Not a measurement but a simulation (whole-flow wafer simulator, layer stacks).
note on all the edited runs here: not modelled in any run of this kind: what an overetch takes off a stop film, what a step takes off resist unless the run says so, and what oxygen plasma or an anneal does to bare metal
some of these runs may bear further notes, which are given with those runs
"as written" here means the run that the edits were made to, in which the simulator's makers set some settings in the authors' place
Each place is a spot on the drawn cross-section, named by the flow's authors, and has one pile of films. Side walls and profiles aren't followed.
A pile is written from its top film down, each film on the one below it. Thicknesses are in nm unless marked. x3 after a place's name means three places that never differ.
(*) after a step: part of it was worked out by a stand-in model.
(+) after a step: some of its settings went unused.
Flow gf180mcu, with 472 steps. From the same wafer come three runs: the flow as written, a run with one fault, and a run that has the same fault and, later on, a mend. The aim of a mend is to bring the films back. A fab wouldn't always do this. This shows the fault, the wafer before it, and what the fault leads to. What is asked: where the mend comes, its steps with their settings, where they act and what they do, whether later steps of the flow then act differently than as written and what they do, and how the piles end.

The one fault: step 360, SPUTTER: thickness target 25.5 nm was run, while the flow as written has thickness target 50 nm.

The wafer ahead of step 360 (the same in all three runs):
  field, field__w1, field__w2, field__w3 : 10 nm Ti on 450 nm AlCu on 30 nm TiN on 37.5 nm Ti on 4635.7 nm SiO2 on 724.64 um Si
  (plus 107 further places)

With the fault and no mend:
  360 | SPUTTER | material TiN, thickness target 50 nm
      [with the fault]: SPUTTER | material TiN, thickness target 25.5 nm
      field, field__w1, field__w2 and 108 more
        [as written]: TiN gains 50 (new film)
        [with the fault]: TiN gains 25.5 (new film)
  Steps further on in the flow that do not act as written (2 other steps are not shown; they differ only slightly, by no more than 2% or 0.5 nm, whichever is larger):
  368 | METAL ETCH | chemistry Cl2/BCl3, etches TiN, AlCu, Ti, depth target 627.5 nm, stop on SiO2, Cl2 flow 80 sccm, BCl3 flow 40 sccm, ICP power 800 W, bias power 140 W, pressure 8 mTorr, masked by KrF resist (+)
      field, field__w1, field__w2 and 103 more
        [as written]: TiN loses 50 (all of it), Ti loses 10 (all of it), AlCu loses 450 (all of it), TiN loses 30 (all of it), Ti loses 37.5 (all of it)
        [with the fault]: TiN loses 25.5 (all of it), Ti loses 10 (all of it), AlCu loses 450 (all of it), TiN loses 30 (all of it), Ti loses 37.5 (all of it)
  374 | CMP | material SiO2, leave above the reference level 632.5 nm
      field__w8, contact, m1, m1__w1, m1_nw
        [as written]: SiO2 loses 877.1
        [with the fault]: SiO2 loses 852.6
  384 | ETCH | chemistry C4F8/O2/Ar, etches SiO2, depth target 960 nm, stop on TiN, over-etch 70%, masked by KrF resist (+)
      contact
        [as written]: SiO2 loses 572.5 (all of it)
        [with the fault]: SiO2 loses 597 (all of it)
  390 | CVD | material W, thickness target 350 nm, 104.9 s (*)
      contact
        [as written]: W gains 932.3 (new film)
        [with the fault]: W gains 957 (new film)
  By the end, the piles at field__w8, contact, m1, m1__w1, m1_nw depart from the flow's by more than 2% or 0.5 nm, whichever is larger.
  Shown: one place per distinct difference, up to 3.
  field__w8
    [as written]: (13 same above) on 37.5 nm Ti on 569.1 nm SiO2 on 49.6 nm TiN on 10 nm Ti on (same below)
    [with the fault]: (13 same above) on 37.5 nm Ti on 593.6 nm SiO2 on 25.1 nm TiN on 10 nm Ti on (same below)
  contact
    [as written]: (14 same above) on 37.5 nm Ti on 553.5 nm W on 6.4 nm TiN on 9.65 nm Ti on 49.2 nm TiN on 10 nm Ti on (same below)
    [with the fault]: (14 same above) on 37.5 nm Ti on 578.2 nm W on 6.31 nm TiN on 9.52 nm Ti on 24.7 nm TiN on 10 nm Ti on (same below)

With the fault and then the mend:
  The mend stands after step 367.
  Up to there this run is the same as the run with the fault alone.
  367a | STRIP | chemistry O2/N2, power 2160 W, pressure 1700 mTorr (*)
      field__w8, contact, m1, m1__w1, m1_nw
        KrF resist loses 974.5 (all of it)
  367b | SPUTTER | material TiN, thickness target 24.5 nm (a further turn of the flow's step 360, with different settings)
      field, field__w1, field__w2 and 108 more
        TiN gains 24.5
  367c | HMDS | 120 C, 60 s (a further turn of the flow's step 362)
      alters no film at any place that is followed
  367d | COAT | KrF resist, thickness 1000 nm (a further turn of the flow's step 363)
      field, field__w1, field__w2 and 108 more
        KrF resist gains 1000 (new film)
  367e | SOFTBAKE | KrF resist (a further turn of the flow's step 364)
      alters no film at any place that is followed
  367f | EXPOSE | photomask Metal4 (a further turn of the flow's step 365)
      alters no film at any place that is followed
  367g | PEB | KrF resist, 135 C, 90 s (a further turn of the flow's step 366)
      field, field__w1, field__w2 and 108 more
        KrF resist loses 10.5
  367h | DEVELOP | thickness 1000 nm, 60 s (a further turn of the flow's step 367)
      field, field__w1, field__w2 and 103 more
        KrF resist loses 989.5 (all of it)
      field__w8, contact, m1, m1__w1, m1_nw
        KrF resist loses 14.9
  Every later step of the flow that is run acts as written at every place that is followed.
  By the end, the piles equal the flow's at every place that both follow.
